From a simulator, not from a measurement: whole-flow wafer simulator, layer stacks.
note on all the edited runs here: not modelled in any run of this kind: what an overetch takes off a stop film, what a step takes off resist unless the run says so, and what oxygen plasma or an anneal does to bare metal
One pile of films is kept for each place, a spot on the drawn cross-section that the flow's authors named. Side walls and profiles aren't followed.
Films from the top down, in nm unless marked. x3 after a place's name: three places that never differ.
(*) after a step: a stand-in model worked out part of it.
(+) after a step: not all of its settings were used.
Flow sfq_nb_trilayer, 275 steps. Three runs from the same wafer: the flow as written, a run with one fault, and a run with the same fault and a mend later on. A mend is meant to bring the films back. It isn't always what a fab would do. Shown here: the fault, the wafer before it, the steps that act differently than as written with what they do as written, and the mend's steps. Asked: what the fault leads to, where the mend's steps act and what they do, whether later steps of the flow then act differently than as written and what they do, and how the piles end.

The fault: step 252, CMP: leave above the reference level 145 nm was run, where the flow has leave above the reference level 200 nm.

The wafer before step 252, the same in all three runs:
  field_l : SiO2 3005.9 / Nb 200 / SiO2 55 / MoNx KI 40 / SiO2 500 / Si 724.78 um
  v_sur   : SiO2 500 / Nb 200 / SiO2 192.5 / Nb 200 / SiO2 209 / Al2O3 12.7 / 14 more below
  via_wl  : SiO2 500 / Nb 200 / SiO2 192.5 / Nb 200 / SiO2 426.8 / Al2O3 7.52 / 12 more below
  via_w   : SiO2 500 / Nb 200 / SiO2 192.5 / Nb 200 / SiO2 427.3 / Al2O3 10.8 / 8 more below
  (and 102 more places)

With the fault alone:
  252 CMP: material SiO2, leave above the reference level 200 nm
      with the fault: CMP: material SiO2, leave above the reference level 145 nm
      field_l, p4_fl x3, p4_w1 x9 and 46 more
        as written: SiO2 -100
        with the fault: SiO2 -155
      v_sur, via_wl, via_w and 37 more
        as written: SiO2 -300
        with the fault: SiO2 -355
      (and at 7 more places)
  Later steps of the flow that act differently than as written (4 more steps differ only slightly, by at most 2% or 0.5 nm, whichever is larger, and aren't shown):
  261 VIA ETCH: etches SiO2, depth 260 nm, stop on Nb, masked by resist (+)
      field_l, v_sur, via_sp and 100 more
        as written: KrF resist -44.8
        with the fault: KrF resist -37.5
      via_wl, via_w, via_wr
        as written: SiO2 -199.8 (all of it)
        with the fault: SiO2 -144.8 (all of it)
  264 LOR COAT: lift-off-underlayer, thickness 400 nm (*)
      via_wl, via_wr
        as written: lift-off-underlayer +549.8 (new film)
        with the fault: lift-off-underlayer +508.6 (new film)
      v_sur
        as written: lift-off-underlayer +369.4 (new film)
        with the fault: lift-off-underlayer +377.8 (new film)
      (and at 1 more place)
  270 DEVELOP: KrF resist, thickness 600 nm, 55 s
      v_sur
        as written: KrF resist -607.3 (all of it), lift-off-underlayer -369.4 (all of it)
        with the fault: KrF resist -605 (all of it), lift-off-underlayer -377.8 (all of it)
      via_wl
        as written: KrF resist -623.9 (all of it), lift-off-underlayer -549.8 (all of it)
        with the fault: KrF resist -617 (all of it), lift-off-underlayer -508.6 (all of it)
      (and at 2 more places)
  At the end the piles differ from the flow's by more than 2% or 0.5 nm, whichever is larger, at v_sur, via_sp, via_v and 84 more.
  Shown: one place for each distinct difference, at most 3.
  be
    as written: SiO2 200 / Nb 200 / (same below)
    with the fault: SiO2 145 / Nb 200 / (same below)
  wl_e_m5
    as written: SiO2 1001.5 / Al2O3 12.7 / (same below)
    with the fault: SiO2 946.5 / Al2O3 12.7 / (same below)
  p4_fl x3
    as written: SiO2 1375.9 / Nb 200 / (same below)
    with the fault: SiO2 1320.9 / Nb 200 / (same below)

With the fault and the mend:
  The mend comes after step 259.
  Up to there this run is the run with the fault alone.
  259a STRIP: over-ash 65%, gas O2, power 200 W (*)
      field_l, v_sur, via_sp and 100 more
        KrF resist -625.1 (all of it), anti-reflective coat -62 (all of it)
      via_wl, via_w, via_wr
        anti-reflective coat -62 (all of it)
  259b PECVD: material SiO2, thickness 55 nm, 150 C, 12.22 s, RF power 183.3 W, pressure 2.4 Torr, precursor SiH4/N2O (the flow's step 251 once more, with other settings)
      field_l, v_sur, via_wl and 103 more
        SiO2 +55
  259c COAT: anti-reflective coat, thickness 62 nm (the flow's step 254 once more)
      field_l, v_sur, via_wl and 103 more
        anti-reflective coat +62 (new film)
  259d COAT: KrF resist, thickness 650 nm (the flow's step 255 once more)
      field_l, v_sur, via_wl and 103 more
        KrF resist +650 (new film)
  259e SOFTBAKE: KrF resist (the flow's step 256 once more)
      changes no film at any place that is followed
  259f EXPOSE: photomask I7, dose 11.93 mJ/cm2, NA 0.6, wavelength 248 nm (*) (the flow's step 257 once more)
      changes no film at any place that is followed
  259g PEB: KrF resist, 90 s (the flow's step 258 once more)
      field_l, v_sur, via_wl and 103 more
        KrF resist -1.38
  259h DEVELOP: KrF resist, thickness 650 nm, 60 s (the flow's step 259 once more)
      field_l, v_sur, via_sp and 100 more
        KrF resist -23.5
      via_wl, via_w, via_wr
        KrF resist -648.6 (all of it)
  No later step of the flow acts differently than as written at any place that is followed.
  At the end the piles are the same as the flow's at every place that both follow.
